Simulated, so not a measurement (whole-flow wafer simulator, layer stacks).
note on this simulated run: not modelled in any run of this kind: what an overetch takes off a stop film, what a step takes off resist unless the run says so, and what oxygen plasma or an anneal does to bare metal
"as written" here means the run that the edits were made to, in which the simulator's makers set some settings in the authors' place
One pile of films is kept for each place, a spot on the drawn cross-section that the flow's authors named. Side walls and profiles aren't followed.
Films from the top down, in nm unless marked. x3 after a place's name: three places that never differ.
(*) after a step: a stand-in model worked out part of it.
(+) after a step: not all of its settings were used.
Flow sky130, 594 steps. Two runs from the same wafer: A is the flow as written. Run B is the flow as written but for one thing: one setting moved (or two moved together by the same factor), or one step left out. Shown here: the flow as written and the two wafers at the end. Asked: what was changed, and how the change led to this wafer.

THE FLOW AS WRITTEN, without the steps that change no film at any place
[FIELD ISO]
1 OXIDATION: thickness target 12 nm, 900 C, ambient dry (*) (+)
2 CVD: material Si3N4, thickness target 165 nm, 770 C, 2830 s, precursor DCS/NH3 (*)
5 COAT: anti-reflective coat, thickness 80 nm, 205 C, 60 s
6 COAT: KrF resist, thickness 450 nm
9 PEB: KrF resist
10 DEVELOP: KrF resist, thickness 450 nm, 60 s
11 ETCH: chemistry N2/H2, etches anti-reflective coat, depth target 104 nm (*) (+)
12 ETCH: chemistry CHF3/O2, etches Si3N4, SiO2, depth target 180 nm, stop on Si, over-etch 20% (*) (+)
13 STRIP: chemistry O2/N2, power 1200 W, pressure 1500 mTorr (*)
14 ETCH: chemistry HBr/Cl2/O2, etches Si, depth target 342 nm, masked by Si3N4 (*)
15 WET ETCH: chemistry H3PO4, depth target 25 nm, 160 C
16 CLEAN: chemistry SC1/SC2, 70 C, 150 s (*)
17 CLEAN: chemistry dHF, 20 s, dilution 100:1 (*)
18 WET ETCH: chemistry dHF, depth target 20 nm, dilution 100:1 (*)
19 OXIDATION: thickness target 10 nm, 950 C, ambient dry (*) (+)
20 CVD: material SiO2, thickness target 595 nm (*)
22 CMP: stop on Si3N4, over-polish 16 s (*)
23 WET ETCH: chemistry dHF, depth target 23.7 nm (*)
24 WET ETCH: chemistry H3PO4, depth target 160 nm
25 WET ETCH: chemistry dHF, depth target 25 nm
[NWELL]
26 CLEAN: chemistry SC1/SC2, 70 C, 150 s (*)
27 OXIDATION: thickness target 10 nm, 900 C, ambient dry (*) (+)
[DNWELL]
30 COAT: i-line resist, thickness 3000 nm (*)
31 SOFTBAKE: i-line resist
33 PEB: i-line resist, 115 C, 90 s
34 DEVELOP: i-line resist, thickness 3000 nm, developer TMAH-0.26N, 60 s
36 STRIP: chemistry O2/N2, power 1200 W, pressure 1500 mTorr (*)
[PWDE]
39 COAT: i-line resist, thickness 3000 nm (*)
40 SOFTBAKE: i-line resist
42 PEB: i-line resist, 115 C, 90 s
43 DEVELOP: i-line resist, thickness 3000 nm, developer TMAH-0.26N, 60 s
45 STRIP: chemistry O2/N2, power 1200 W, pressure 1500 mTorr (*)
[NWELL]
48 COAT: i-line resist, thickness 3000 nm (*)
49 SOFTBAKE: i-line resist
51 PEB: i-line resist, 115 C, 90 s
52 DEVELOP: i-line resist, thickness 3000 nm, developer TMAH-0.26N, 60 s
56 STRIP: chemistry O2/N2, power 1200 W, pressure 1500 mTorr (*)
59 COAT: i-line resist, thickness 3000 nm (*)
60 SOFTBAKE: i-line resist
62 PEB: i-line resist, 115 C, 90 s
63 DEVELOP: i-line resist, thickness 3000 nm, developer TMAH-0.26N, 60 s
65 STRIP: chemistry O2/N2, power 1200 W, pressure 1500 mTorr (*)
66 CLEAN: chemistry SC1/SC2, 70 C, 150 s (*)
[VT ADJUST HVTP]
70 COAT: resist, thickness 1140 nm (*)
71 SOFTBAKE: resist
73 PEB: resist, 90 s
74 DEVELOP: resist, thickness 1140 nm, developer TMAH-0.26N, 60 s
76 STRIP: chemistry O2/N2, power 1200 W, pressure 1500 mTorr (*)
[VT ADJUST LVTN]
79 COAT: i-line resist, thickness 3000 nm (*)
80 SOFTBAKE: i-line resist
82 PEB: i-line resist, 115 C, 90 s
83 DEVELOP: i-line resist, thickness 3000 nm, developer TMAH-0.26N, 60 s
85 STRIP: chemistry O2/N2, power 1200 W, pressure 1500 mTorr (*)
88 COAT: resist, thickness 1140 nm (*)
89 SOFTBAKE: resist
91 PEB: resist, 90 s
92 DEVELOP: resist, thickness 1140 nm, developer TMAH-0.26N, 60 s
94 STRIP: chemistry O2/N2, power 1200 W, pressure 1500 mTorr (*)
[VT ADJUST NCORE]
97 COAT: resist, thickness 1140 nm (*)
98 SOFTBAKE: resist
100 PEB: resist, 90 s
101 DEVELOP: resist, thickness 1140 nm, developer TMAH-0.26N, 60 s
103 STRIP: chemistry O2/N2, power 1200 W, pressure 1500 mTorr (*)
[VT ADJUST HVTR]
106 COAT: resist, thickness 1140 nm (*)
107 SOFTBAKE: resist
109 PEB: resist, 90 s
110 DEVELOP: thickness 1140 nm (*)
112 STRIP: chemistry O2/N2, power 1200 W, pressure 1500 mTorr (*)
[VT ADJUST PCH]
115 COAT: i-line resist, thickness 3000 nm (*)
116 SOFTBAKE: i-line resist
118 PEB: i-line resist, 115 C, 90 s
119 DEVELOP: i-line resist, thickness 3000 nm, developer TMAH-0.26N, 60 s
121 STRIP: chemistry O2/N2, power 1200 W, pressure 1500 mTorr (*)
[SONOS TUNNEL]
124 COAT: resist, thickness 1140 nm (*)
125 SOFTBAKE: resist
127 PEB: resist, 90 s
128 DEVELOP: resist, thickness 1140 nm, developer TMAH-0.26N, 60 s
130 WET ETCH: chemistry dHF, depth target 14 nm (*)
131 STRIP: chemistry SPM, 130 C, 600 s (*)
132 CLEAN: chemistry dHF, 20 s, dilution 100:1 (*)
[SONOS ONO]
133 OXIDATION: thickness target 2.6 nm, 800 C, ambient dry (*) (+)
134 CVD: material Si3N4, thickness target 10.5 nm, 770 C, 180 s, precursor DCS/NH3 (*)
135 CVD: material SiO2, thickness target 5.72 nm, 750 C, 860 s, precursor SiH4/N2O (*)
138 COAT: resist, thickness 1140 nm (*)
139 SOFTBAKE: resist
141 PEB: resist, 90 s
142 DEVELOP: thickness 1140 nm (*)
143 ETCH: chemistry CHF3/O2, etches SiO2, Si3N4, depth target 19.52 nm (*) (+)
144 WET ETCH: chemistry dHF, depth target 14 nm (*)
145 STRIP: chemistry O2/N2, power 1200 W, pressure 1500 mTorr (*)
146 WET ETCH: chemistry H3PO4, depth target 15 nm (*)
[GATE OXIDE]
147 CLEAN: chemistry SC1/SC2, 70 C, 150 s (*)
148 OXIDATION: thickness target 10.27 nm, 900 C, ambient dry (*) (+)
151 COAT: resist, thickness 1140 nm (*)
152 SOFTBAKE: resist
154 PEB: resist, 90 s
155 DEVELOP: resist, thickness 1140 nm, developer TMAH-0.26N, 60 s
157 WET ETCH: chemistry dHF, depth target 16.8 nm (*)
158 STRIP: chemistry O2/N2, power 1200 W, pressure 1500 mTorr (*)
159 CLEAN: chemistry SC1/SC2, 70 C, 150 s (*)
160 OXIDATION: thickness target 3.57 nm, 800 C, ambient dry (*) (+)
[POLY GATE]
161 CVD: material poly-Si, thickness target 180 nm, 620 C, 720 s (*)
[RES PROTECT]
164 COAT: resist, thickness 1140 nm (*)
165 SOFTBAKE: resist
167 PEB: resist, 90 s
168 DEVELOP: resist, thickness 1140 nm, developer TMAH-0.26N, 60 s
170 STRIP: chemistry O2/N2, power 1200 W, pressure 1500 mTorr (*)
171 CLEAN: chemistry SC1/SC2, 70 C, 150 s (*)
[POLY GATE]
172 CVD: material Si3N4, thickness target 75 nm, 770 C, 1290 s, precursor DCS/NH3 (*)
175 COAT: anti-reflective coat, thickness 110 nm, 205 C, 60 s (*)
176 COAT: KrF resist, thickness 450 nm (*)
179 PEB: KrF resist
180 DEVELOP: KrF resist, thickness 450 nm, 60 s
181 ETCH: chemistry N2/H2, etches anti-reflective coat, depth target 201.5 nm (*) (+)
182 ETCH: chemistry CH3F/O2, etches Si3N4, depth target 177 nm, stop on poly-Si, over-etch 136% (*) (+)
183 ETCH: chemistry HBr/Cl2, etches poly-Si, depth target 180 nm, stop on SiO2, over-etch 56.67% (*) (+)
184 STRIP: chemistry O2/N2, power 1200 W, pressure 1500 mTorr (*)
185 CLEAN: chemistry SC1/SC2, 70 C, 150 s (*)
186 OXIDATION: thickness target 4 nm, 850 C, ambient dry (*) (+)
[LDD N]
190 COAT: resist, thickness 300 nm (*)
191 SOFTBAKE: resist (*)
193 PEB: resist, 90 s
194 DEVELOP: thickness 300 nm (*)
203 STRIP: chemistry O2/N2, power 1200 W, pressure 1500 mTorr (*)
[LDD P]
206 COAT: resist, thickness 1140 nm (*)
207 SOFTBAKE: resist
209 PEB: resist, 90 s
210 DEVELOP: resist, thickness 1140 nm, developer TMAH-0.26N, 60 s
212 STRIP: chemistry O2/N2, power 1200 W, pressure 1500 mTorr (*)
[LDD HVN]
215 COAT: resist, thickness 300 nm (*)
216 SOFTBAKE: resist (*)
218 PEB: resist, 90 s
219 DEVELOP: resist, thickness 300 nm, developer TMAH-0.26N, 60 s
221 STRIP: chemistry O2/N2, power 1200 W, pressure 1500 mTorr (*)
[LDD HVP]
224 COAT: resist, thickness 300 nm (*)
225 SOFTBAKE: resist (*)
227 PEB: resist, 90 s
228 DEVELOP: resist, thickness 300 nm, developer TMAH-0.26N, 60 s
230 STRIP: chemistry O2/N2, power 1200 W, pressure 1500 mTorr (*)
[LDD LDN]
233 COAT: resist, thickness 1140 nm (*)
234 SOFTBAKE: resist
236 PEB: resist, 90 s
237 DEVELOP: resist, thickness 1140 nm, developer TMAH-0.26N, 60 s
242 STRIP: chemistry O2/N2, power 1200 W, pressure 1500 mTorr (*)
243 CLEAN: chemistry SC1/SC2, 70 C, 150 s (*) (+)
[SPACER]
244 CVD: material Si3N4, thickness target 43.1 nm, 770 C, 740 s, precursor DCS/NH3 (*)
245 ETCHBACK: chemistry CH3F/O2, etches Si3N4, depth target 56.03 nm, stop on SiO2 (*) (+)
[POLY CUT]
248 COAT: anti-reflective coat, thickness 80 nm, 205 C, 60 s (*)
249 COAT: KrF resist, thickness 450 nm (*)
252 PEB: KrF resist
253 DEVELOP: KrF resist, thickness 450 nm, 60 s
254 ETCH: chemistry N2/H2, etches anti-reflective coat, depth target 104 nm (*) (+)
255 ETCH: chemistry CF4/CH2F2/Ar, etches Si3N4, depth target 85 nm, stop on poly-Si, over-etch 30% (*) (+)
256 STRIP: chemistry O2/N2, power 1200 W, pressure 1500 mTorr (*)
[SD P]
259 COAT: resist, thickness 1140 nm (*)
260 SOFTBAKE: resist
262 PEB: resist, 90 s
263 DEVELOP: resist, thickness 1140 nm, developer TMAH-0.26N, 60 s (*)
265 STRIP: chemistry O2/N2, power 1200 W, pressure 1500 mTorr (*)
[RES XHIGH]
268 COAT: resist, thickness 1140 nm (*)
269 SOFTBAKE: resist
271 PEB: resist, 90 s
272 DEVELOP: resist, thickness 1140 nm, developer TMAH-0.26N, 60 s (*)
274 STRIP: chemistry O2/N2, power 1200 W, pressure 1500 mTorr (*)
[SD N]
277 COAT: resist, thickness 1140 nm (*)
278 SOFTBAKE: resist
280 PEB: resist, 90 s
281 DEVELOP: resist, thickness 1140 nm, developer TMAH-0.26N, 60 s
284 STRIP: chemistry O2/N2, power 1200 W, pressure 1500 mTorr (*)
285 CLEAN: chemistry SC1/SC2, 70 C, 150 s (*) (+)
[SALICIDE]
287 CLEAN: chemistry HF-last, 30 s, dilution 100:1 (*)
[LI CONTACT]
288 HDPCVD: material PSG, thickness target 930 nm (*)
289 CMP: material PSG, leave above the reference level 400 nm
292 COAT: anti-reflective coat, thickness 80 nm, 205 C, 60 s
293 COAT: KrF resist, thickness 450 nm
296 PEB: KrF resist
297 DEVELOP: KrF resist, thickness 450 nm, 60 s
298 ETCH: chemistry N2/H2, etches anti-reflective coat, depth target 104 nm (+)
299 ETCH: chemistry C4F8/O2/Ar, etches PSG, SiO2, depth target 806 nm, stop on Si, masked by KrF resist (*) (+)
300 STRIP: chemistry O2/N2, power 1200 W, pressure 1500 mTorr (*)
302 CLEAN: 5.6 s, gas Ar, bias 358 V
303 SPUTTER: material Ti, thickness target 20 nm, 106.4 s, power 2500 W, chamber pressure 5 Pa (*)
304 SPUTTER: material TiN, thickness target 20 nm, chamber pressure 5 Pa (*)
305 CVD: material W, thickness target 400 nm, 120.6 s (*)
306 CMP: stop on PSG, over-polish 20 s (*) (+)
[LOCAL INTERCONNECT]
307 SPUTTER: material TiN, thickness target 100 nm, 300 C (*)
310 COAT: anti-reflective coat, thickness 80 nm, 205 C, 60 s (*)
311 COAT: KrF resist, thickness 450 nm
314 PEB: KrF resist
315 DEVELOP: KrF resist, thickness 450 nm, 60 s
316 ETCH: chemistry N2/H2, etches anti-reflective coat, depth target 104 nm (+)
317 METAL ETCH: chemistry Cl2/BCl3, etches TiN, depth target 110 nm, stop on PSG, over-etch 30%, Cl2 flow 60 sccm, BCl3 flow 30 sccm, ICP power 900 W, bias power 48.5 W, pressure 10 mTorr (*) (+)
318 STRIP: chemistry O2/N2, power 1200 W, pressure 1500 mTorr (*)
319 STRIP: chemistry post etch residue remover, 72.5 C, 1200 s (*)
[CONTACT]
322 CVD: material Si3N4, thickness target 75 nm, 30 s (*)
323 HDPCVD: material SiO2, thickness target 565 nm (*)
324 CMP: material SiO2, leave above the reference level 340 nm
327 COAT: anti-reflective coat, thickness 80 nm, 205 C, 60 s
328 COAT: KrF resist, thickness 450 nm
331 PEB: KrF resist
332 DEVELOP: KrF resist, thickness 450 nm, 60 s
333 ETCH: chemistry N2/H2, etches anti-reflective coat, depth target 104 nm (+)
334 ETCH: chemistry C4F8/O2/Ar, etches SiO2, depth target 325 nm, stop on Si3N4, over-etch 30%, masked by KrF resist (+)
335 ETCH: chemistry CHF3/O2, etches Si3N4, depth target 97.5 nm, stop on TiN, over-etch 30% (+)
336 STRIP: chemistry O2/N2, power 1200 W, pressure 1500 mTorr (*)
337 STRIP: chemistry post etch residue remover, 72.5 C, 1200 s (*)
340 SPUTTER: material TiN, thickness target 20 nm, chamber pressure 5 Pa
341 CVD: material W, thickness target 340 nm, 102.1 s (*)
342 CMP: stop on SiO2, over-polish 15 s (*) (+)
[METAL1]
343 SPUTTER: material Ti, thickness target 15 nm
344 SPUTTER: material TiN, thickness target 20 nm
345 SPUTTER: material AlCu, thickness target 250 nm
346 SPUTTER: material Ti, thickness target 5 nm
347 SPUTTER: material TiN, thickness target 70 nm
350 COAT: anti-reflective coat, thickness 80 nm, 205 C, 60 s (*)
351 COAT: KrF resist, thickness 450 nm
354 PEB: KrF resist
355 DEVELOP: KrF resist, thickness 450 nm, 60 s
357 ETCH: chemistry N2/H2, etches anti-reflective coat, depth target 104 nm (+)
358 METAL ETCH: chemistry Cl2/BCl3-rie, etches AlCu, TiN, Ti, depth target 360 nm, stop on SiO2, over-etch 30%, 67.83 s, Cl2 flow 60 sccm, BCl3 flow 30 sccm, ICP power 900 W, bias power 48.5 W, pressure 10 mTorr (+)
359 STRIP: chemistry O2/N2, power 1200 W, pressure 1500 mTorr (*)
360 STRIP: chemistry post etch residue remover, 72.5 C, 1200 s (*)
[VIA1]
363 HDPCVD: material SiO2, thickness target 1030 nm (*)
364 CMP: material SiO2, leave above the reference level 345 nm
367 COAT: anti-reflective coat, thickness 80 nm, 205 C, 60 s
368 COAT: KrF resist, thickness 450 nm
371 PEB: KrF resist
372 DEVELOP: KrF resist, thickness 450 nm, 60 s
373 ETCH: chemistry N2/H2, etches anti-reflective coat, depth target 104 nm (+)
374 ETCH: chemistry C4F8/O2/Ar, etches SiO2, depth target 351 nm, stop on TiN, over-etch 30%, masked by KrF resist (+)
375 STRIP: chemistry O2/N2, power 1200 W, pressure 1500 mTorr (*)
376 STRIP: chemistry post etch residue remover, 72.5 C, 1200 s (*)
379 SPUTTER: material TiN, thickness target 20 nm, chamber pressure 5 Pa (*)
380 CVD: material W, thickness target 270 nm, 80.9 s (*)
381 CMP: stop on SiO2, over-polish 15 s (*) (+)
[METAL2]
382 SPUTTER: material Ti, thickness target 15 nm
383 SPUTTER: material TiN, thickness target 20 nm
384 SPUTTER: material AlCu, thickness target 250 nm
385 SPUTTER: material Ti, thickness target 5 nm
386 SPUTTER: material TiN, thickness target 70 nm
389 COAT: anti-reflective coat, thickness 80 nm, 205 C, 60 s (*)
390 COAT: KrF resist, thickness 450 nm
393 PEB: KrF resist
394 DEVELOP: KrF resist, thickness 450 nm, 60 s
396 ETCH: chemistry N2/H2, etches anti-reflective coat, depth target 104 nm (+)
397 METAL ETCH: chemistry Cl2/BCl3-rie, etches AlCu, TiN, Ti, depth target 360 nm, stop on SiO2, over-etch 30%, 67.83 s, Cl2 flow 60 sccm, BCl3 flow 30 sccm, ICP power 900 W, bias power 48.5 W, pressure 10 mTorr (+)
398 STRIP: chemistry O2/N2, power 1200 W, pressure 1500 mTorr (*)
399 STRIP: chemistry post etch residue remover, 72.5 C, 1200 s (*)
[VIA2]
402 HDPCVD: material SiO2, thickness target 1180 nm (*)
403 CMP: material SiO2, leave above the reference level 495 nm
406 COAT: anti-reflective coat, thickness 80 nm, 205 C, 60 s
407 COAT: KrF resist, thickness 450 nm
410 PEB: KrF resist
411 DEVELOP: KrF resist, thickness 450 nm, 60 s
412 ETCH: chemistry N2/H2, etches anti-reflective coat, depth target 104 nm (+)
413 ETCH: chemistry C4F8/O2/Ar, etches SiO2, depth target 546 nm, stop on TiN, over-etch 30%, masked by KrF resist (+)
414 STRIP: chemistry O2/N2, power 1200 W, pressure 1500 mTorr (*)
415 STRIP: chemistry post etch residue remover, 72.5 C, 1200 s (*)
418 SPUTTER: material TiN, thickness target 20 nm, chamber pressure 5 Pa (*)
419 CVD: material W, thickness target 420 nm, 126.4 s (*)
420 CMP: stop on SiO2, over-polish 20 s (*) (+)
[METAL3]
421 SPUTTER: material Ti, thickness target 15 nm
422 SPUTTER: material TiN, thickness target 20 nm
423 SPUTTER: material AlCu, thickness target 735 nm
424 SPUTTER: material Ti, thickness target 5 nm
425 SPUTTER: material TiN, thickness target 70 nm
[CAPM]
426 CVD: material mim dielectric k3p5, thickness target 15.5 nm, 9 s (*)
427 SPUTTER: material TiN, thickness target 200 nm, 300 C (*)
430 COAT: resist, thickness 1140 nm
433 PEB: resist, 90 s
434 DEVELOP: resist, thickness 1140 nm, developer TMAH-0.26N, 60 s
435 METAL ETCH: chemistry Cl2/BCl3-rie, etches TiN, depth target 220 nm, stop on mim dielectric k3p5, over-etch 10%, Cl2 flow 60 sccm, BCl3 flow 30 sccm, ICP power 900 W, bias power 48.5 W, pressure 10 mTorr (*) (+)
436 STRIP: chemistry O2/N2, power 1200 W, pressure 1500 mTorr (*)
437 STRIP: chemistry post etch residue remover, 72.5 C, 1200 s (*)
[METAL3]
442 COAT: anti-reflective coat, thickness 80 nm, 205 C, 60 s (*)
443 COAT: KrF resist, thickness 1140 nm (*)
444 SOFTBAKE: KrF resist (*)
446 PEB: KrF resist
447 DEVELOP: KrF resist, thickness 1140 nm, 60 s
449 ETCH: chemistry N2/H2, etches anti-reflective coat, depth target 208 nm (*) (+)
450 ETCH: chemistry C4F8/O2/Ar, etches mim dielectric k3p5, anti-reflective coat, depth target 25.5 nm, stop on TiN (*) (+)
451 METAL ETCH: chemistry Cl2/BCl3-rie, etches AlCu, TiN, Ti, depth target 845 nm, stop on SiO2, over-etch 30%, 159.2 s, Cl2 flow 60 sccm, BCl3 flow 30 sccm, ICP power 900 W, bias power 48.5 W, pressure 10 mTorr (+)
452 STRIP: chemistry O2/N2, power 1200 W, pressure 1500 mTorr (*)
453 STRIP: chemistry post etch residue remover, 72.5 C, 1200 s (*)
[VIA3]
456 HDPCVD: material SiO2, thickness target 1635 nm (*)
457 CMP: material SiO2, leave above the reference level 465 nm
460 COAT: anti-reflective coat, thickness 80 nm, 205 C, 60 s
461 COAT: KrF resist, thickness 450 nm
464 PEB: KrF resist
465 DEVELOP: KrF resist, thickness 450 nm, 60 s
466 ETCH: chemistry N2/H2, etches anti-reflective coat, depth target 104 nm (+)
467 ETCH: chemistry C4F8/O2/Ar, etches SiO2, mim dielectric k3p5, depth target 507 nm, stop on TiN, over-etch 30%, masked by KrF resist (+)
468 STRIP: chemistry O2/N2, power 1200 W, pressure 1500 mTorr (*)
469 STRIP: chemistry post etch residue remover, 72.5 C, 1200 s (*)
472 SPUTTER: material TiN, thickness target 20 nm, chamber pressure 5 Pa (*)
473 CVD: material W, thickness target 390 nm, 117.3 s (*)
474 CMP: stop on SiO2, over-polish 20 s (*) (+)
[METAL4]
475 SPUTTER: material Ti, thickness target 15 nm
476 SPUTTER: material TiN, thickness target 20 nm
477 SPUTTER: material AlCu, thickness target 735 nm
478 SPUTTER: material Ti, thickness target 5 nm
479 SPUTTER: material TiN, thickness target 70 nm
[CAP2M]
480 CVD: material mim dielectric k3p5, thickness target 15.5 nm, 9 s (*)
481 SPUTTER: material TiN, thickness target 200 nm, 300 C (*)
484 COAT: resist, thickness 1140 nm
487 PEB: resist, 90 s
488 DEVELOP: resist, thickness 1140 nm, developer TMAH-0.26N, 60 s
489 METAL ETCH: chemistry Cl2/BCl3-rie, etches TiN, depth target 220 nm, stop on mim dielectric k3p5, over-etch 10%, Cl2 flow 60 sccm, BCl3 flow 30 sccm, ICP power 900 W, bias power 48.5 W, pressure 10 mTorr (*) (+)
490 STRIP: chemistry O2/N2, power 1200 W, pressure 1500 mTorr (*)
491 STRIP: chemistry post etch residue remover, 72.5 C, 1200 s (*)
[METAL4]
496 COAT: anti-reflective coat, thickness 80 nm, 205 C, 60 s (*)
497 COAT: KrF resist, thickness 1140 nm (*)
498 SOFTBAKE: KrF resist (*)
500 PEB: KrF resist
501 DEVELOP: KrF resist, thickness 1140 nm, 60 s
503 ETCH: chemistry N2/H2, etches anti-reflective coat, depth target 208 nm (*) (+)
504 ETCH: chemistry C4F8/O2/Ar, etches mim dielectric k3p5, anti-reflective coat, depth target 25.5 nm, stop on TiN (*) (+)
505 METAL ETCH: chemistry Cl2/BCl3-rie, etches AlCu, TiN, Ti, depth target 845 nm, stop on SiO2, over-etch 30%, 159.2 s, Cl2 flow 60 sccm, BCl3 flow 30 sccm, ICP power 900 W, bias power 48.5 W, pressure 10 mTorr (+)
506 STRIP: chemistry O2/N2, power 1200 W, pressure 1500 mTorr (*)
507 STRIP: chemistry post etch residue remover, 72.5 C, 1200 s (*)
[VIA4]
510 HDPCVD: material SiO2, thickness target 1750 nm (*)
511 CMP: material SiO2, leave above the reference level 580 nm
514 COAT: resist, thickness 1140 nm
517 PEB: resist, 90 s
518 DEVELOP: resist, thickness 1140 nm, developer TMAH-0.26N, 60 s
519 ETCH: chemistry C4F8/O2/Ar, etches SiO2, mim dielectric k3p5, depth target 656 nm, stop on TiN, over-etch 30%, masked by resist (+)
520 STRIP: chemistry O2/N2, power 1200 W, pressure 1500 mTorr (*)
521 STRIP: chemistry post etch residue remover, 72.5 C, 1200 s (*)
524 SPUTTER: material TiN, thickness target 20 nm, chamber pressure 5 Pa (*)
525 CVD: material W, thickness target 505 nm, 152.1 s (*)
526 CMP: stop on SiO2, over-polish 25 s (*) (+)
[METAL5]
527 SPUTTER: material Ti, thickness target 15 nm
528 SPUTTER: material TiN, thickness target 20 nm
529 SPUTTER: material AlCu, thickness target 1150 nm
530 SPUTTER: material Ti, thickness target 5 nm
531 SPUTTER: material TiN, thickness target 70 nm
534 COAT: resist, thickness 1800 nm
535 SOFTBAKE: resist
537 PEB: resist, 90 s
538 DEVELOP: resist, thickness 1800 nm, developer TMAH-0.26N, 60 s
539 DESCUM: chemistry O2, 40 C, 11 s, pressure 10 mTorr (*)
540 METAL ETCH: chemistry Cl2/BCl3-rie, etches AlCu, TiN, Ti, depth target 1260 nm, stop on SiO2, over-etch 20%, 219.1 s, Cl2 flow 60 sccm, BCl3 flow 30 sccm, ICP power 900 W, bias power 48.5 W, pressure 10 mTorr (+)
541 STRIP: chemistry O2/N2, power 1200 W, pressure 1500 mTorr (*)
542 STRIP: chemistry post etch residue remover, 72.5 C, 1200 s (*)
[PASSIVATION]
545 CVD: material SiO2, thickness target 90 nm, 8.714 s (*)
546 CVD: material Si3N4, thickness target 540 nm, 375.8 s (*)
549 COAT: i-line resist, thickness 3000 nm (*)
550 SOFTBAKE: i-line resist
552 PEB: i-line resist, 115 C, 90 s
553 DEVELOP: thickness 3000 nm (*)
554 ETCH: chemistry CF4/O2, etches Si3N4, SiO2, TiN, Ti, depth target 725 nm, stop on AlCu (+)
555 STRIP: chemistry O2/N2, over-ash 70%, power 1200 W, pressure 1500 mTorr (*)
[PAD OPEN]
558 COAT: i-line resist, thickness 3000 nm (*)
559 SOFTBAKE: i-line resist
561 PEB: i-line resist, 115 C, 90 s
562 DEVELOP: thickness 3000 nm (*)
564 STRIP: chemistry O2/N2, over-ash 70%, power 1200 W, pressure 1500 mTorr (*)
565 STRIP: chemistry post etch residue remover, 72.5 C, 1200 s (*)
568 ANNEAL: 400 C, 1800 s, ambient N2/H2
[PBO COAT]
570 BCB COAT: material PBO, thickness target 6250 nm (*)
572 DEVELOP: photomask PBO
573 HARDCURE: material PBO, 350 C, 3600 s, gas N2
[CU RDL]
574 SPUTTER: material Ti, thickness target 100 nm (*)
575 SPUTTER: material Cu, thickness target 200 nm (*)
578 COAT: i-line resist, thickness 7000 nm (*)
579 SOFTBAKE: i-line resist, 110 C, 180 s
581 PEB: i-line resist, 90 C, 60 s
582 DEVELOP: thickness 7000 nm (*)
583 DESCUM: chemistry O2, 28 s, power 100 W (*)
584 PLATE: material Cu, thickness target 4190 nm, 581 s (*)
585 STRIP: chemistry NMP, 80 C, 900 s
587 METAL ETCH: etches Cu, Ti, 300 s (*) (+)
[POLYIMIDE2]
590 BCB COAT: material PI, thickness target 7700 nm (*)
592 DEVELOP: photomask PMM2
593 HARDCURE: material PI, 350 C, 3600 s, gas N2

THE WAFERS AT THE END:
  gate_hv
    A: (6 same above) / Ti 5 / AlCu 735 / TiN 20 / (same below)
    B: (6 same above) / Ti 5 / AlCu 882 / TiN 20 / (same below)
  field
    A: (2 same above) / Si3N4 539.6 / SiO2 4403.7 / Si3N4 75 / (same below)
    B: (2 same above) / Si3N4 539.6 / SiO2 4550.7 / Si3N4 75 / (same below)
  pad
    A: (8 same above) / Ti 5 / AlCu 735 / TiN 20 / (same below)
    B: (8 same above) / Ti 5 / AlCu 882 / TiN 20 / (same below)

The cause: step 477, SPUTTER: thickness target 882 nm was run, where the flow has thickness target 735 nm.
It can be read off the wafer: gate_hv has AlCu 882, and step 477 as written asks for 735 nm.

How the change led to this, step by step:
  477 SPUTTER: material AlCu, thickness target 735 nm
      field, active, n_well and 189 more: A AlCu +735 (new film) | B AlCu +882 (new film)
  505 METAL ETCH: chemistry Cl2/BCl3-rie, etches AlCu, TiN, Ti, depth target 845 nm, stop on SiO2, over-etch 30%, 159.2 s, Cl2 flow 60 sccm, BCl3 flow 30 sccm, ICP power 900 W, bias power 48.5 W, pressure 10 mTorr (+)
      field, active, gate and 66 more: A TiN -70 (all of it), Ti -5 (all of it), AlCu -735 (all of it), TiN -20 (all of it), Ti -15 (all of it), SiO2 -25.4 | B TiN -70 (all of it), Ti -5 (all of it), AlCu -882 (all of it), TiN -20 (all of it), Ti -15 (all of it), SiO2 -10.7
      vpp_iso1, m1_ln, rpo_hd and 6 more: A TiN -70 (all of it), Ti -5 (all of it), AlCu -735 (all of it), TiN -20 (all of it), Ti -15 (all of it), SiO2 -25.3 | B TiN -70 (all of it), Ti -5 (all of it), AlCu -882 (all of it), TiN -20 (all of it), Ti -15 (all of it), SiO2 -10.6
      (and at 10 more places)
  511 CMP: material SiO2, leave above the reference level 580 nm
      field, active, gate and 72 more: A SiO2 -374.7 | B SiO2 -242.3
      vpp_l1ln, rpo_hd, rpm_encl, rpm_encl_psd, iso_guard_nsd_tip: A SiO2 -374.6 | B SiO2 -242.4
      (and at 8 more places)
